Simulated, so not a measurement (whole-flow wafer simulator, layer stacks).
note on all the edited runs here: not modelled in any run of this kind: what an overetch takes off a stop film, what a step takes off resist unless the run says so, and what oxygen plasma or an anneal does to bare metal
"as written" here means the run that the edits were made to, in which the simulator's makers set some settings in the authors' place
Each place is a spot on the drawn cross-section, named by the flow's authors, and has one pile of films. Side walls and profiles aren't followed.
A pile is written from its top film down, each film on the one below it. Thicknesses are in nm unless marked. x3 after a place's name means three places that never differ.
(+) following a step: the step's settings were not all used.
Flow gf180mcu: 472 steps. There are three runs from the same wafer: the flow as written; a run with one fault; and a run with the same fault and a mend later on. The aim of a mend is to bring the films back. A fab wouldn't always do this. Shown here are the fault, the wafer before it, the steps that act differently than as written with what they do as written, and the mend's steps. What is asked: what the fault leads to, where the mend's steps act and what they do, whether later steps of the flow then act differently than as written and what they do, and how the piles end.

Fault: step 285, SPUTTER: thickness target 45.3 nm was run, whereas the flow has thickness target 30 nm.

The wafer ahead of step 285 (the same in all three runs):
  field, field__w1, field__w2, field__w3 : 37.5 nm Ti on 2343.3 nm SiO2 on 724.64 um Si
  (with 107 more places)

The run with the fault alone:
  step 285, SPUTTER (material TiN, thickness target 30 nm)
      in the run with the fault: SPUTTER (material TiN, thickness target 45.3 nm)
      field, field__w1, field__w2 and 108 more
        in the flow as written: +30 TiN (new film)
        in the run with the fault: +45.3 TiN (new film)
  Later steps of the flow acting differently than as written:
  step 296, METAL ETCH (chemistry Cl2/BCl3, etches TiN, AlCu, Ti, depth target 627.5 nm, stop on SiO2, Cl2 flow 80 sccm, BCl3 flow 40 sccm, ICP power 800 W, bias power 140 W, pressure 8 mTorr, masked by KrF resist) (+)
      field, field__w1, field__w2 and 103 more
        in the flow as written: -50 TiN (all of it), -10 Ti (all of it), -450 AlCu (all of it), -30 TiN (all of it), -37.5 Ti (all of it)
        in the run with the fault: -50 TiN (all of it), -10 Ti (all of it), -450 AlCu (all of it), -45.3 TiN (all of it), -37.5 Ti (all of it)
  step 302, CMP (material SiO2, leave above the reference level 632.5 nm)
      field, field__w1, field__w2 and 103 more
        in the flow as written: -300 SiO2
        in the run with the fault: -284.7 SiO2
  By the end, the piles at field__w8, contact, m1, m1__w1, m1_nw depart from the flow's by more than 2% or 0.5 nm, whichever is larger.
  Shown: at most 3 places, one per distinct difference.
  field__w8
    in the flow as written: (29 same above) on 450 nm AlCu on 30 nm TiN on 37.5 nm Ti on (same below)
    in the run with the fault: (29 same above) on 450 nm AlCu on 45.3 nm TiN on 37.5 nm Ti on (same below)
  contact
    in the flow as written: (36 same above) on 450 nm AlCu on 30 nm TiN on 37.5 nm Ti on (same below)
    in the run with the fault: (36 same above) on 450 nm AlCu on 45.3 nm TiN on 37.5 nm Ti on (same below)

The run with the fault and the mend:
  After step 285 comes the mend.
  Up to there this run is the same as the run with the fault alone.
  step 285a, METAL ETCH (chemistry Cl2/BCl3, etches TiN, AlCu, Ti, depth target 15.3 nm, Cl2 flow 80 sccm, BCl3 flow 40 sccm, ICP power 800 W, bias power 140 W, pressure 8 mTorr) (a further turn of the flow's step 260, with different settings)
      field, field__w1, field__w2 and 108 more
        -15.3 TiN
  Later steps of the flow that are run all act as written at every place that is followed.
  At every place that both follow, the piles at the end match the flow's.
